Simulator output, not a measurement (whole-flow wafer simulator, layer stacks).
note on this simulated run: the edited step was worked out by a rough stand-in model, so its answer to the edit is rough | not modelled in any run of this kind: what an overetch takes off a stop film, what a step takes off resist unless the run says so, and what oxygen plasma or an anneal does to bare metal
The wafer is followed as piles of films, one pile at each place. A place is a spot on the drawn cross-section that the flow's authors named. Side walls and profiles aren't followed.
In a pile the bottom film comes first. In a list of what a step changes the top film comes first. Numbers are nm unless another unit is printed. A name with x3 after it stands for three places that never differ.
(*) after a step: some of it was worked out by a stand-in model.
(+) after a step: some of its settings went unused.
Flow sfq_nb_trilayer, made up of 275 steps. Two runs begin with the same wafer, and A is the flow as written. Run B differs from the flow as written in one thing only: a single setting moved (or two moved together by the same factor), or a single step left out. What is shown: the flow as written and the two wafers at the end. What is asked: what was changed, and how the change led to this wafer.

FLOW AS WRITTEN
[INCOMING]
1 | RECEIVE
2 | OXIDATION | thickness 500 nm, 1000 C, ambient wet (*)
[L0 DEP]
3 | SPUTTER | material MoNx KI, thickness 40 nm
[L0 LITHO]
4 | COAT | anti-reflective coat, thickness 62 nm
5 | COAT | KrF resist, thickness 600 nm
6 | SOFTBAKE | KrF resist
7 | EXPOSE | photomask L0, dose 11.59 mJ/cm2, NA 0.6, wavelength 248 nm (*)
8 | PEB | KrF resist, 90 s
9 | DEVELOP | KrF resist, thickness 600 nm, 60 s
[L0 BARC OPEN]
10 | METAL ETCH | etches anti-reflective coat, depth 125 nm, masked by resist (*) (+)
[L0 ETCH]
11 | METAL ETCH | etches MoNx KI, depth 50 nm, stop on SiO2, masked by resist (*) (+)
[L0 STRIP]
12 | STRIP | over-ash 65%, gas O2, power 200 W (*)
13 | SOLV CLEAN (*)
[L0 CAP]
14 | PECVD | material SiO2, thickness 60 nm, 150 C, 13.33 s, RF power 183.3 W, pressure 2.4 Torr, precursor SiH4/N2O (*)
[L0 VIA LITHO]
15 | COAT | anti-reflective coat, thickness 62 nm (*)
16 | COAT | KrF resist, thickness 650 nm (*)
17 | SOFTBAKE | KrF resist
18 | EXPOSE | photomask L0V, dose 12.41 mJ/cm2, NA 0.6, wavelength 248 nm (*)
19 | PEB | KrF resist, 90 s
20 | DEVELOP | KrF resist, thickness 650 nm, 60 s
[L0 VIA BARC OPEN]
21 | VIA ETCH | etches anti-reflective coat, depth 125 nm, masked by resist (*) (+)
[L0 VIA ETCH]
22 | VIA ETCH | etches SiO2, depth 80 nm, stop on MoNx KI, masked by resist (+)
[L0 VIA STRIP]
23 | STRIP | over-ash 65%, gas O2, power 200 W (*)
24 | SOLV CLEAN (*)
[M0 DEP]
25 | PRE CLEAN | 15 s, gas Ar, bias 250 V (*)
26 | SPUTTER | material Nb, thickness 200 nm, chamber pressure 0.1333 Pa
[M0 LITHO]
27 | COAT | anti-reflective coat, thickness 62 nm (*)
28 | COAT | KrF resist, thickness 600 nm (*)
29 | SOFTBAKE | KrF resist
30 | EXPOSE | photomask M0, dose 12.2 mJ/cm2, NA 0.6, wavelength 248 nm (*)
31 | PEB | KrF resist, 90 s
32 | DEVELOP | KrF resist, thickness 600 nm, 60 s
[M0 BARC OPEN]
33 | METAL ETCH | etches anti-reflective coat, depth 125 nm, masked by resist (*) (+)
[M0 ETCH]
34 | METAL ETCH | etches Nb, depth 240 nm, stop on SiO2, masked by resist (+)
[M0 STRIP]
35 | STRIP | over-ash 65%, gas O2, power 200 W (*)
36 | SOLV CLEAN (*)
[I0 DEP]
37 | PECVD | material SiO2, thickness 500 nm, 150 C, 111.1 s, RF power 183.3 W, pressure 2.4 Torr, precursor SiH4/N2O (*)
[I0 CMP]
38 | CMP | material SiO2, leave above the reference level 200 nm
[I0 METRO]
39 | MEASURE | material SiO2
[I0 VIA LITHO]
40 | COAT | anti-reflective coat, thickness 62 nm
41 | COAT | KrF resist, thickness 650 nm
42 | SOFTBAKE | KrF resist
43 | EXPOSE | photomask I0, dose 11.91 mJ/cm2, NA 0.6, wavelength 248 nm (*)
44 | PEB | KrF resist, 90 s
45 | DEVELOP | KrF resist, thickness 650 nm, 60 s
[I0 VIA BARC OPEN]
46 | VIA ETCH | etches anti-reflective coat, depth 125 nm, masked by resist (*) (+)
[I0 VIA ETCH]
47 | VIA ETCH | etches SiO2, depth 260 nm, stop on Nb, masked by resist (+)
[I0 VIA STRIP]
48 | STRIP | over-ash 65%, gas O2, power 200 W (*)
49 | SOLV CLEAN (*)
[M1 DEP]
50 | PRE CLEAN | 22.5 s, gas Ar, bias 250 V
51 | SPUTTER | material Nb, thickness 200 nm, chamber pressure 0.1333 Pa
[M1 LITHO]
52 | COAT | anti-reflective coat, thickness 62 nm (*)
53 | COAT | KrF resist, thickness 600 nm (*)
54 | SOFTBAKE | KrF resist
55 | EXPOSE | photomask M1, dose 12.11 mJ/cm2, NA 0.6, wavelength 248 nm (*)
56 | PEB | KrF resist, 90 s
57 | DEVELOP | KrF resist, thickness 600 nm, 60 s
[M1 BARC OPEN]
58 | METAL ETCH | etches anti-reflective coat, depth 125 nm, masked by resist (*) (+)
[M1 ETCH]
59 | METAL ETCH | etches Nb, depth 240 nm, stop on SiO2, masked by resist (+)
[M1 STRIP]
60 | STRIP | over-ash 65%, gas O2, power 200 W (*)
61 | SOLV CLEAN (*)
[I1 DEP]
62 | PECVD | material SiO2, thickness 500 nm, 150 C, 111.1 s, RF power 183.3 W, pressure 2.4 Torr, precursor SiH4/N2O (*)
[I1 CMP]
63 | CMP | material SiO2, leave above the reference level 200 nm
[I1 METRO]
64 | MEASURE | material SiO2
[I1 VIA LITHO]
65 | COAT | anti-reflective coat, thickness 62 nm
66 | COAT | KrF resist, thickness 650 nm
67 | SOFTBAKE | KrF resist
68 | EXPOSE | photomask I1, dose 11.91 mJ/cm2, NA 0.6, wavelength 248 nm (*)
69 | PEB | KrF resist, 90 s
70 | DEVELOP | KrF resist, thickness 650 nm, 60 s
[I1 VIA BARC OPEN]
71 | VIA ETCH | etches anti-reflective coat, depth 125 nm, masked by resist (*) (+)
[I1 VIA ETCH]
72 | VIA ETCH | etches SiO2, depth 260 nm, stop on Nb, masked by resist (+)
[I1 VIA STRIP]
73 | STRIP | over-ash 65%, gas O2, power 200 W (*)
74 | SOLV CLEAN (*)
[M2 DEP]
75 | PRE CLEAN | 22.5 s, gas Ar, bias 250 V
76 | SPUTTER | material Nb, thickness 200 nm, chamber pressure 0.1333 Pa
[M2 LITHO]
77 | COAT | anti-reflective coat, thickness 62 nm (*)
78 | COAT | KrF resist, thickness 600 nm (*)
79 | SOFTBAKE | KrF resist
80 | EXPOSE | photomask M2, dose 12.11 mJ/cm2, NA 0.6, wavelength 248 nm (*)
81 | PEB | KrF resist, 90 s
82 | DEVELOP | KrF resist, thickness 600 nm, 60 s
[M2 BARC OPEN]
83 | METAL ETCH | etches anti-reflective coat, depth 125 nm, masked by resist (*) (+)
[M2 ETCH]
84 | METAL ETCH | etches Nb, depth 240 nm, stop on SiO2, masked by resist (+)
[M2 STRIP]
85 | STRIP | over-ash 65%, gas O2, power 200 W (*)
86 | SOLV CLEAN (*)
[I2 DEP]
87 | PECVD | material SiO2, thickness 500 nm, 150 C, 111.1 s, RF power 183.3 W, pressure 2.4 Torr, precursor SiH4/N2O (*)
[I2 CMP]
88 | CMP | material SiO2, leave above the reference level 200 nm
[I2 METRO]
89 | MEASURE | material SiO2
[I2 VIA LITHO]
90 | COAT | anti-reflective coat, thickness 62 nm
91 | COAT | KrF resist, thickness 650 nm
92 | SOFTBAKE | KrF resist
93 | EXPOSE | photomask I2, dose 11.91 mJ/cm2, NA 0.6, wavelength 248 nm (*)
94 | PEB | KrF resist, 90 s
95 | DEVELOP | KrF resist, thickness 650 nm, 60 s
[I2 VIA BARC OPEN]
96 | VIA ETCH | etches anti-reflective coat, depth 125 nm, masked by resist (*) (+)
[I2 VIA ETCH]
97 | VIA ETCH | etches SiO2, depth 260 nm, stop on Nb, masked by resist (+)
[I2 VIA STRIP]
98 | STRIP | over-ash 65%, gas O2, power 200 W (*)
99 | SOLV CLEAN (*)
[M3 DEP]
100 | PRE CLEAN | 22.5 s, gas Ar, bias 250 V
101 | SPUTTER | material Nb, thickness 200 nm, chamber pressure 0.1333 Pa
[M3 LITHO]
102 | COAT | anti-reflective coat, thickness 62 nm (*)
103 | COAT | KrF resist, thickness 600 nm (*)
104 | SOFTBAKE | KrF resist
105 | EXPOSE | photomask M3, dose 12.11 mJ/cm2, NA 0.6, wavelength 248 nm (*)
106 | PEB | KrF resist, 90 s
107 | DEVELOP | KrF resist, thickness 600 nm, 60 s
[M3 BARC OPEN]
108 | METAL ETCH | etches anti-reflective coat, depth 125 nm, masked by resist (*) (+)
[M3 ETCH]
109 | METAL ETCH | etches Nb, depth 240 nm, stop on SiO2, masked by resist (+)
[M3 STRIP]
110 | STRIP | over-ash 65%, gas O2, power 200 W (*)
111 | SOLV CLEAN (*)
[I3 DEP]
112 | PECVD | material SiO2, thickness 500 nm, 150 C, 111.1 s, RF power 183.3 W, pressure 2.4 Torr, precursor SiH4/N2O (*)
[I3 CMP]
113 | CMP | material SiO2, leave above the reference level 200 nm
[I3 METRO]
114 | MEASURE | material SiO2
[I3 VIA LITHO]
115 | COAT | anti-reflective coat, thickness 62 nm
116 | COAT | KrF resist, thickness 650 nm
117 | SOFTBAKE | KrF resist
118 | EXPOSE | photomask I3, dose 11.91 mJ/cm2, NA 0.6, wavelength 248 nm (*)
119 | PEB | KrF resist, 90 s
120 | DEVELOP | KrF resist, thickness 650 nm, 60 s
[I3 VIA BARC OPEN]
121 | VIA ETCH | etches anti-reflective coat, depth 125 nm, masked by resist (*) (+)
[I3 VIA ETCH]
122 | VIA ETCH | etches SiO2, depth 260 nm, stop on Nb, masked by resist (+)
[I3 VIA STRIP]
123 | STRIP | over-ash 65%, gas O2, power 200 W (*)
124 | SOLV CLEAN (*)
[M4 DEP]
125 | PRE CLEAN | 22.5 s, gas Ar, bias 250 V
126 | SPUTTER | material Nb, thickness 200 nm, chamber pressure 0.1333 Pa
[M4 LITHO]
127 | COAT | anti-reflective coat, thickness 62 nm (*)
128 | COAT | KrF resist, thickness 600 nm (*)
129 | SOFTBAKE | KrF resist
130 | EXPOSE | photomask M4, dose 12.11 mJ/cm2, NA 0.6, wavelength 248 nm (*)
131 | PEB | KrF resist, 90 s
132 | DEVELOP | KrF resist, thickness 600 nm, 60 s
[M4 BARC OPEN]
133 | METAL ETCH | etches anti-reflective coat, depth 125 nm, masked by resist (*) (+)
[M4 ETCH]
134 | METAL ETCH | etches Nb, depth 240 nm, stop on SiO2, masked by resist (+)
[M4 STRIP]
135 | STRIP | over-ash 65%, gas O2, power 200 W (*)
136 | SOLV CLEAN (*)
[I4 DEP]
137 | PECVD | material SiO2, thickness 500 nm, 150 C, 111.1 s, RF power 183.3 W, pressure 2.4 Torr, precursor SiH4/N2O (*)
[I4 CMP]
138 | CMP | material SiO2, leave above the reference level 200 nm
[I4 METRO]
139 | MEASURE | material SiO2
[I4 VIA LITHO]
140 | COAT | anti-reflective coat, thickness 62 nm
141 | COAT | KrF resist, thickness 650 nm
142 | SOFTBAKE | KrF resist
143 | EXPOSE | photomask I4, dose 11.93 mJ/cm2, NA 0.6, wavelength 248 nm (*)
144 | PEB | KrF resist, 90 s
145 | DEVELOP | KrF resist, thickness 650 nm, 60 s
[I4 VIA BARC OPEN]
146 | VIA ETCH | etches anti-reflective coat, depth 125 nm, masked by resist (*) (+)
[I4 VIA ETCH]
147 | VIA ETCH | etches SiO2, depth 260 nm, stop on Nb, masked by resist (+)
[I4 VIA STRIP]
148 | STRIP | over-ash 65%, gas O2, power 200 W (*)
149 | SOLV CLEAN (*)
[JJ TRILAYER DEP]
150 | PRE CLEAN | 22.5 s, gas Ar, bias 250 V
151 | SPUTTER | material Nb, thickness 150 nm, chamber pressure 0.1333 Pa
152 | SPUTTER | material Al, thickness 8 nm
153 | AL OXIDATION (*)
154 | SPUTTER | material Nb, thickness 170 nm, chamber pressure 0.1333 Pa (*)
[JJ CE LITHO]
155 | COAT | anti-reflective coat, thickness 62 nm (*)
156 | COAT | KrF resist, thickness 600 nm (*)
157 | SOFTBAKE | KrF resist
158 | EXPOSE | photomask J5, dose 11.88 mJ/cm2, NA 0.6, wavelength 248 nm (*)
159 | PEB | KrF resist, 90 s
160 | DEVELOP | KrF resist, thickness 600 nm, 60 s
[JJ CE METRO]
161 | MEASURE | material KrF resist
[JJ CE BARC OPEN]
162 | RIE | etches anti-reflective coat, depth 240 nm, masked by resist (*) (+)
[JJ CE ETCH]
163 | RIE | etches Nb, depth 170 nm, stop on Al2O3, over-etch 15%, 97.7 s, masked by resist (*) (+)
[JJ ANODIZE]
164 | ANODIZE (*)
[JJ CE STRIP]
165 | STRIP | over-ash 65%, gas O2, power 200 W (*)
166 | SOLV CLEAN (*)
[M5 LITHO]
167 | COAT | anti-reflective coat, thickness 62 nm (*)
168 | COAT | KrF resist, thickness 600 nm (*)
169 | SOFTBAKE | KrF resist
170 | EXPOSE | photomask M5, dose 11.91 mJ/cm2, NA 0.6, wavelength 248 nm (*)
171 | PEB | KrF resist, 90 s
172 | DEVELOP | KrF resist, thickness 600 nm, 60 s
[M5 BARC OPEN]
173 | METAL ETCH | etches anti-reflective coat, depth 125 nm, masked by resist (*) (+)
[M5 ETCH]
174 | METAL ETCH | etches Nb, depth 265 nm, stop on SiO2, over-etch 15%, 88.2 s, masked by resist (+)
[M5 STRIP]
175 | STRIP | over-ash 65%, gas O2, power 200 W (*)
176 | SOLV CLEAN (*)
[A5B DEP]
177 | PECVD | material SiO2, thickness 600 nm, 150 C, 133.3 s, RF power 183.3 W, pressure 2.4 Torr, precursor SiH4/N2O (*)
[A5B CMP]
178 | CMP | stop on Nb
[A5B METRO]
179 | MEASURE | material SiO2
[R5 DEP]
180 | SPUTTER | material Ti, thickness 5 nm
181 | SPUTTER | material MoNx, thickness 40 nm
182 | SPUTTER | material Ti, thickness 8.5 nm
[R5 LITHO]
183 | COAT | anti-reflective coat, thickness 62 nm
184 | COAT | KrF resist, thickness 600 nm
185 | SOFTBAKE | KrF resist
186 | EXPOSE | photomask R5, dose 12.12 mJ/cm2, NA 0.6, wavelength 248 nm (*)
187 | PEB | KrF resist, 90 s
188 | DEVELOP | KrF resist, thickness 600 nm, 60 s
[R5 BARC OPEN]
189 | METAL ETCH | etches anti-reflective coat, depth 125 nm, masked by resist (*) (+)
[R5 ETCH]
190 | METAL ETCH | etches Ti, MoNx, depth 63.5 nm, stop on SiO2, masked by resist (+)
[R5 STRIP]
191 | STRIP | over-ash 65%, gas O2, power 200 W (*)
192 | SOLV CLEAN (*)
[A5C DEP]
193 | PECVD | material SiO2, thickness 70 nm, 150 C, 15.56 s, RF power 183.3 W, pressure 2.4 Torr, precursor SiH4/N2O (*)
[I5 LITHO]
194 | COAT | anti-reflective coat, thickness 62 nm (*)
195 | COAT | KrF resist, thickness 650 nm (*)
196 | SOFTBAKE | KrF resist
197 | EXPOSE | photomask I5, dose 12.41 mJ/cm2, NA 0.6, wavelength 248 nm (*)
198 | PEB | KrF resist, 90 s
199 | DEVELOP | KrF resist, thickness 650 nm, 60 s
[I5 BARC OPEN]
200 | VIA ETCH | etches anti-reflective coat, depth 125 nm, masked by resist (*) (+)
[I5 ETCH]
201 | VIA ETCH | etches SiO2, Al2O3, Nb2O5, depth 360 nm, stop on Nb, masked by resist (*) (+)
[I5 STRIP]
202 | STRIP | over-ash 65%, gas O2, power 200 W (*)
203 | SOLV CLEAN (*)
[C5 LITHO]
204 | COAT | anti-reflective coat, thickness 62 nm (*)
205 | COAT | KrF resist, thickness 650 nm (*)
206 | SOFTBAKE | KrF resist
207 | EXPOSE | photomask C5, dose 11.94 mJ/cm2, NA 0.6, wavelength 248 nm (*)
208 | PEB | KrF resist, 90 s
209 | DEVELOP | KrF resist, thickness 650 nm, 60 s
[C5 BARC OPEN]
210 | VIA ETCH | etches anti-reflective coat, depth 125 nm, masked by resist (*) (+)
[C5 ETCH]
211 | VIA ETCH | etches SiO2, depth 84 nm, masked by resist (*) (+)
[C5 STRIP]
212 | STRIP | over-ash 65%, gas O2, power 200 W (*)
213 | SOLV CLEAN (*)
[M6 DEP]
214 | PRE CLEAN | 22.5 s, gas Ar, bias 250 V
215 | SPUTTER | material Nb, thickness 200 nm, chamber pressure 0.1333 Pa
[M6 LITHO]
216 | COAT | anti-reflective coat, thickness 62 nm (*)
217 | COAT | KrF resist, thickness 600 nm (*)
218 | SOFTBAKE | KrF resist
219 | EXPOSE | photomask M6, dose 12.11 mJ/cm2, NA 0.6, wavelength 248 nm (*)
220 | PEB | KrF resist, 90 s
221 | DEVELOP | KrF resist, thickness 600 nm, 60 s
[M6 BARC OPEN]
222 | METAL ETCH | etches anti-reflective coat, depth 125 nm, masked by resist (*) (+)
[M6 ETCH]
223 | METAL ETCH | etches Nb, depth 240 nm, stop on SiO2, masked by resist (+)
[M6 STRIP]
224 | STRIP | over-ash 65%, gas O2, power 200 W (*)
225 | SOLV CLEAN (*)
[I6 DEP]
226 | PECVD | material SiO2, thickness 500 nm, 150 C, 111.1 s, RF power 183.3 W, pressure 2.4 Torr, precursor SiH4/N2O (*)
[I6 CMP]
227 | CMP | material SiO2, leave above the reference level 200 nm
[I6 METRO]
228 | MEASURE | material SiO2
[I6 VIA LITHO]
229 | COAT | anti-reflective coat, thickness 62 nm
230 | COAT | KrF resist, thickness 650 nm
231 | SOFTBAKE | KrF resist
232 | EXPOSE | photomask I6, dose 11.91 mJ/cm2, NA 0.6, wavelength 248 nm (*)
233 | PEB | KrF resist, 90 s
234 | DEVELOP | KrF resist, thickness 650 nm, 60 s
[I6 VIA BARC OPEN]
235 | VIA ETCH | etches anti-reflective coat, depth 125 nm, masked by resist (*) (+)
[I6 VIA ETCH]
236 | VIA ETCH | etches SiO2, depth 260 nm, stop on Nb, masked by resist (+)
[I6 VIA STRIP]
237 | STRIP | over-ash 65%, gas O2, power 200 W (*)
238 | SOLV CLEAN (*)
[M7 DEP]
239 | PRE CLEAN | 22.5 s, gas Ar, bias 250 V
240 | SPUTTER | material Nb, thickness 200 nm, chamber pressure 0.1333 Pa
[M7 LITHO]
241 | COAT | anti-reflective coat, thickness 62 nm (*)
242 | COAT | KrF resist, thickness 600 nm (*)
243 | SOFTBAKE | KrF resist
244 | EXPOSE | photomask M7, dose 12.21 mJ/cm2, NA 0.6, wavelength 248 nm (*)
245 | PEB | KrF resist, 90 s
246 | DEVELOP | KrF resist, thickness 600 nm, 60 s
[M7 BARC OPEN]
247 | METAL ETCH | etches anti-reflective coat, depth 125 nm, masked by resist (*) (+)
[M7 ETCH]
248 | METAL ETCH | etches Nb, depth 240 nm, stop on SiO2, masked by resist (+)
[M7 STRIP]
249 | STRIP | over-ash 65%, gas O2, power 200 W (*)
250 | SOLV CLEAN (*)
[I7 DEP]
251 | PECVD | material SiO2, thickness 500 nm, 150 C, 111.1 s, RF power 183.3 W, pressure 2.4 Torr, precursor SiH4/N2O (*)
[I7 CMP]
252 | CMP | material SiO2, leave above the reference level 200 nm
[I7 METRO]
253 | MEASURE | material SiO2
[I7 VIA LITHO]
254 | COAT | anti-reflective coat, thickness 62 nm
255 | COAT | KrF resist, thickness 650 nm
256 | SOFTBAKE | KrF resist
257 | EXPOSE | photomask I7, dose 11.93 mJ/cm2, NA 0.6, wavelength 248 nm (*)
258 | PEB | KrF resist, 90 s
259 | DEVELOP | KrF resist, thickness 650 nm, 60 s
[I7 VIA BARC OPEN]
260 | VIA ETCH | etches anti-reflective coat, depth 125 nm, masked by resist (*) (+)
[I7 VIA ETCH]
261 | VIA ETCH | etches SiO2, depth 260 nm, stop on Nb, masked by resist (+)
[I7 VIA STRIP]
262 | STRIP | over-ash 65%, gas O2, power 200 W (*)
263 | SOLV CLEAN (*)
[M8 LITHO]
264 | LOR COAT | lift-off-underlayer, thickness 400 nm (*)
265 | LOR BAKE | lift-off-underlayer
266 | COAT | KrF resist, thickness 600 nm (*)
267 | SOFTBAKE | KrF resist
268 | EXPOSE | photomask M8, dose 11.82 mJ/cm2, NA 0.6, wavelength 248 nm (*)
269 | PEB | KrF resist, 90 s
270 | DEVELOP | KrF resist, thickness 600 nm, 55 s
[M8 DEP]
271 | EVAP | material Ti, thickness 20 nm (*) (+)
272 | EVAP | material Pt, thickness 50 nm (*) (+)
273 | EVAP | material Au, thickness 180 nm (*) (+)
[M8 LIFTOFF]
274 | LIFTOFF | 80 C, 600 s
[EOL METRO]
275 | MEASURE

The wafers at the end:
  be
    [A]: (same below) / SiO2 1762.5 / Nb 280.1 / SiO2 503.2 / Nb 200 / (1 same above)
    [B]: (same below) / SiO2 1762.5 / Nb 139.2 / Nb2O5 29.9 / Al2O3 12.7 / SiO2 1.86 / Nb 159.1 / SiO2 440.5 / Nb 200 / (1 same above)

The reason: step 201, VIA ETCH: depth 207 nm was run, whereas the flow has depth 360 nm.

The path from the change to this, step by step:
  201 | VIA ETCH | etches SiO2, Al2O3, Nb2O5, depth 360 nm, stop on Nb, masked by resist (*) (+)
      be: A SiO2 loses 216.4 (all of it), Al2O3 loses 12.7 (all of it), Nb2O5 loses 29.9 (all of it) | B SiO2 loses 207
      field_l, v_sur, via_wl and 102 more: A KrF resist loses 240 | B KrF resist loses 138
  202 | STRIP | over-ash 65%, gas O2, power 200 W (*)
      p4_fl, p4_fm, p4_w1 and 44 more: A KrF resist loses 333.1 (all of it), anti-reflective coat loses 62 (all of it) | B KrF resist loses 435.1 (all of it), anti-reflective coat loses 62 (all of it)
      wl_b_sl, wl_b_m5, wl_b_sr and 13 more: A KrF resist loses 333 (all of it), anti-reflective coat loses 62 (all of it) | B KrF resist loses 435 (all of it), anti-reflective coat loses 62 (all of it)
      (as well as at 42 more places)
  204 | COAT | anti-reflective coat, thickness 62 nm (*)
      wire: A anti-reflective coat gains 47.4 (new film) | B anti-reflective coat gains 49 (new film)
      be: A anti-reflective coat gains 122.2 (new film) | B anti-reflective coat gains 114.4 (new film)
      (as well as at 1 more place)
  205 | COAT | KrF resist, thickness 650 nm (*)
      be: A KrF resist gains 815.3 (new film) | B KrF resist gains 778.2 (new film)
  212 | STRIP | over-ash 65%, gas O2, power 200 W (*)
      wire: A KrF resist loses 555.8 (all of it), anti-reflective coat loses 47.4 (all of it) | B KrF resist loses 558.7 (all of it), anti-reflective coat loses 49 (all of it)
      be: A KrF resist loses 728.2 (all of it), anti-reflective coat loses 122.2 (all of it) | B KrF resist loses 691 (all of it), anti-reflective coat loses 114.4 (all of it)
      (as well as at 1 more place)
  214 | PRE CLEAN | 22.5 s, gas Ar, bias 250 V
      be: A Nb loses 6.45 | B SiO2 loses 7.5
  215 | SPUTTER | material Nb, thickness 200 nm, chamber pressure 0.1333 Pa
      be: A Nb gains 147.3 | B Nb gains 159.1 (new film)
  216 | COAT | anti-reflective coat, thickness 62 nm (*)
      wire: A anti-reflective coat gains 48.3 (new film) | B anti-reflective coat gains 49.8 (new film)
      be: A anti-reflective coat gains 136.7 (new film) | B anti-reflective coat gains 126.8 (new film)
      (as well as at 1 more place)
  217 | COAT | KrF resist, thickness 600 nm (*)
      be: A KrF resist gains 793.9 (new film) | B KrF resist gains 749.9 (new film)
  224 | STRIP | over-ash 65%, gas O2, power 200 W (*)
      wire: A KrF resist loses 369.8 (all of it), anti-reflective coat loses 48.3 (all of it) | B KrF resist loses 373.7 (all of it), anti-reflective coat loses 49.8 (all of it)
      be: A KrF resist loses 575.8 (all of it), anti-reflective coat loses 136.7 (all of it) | B KrF resist loses 531.9 (all of it), anti-reflective coat loses 126.8 (all of it)
      (as well as at 1 more place)
  226 | PECVD | material SiO2, thickness 500 nm, 150 C, 111.1 s, RF power 183.3 W, pressure 2.4 Torr, precursor SiH4/N2O (*)
      be: A SiO2 gains 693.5 (new film) | B SiO2 gains 630.8 (new film)
With metal films that touch counted as one body, be has 4 bodies (between them, from the top down: SiO2 440.5; SiO2 1.86 / Al2O3 12.7 / Nb2O5 29.9; SiO2 1762.5); the flow as written gives 3 bodies (between them, from the top down: SiO2 503.2; SiO2 1762.5).
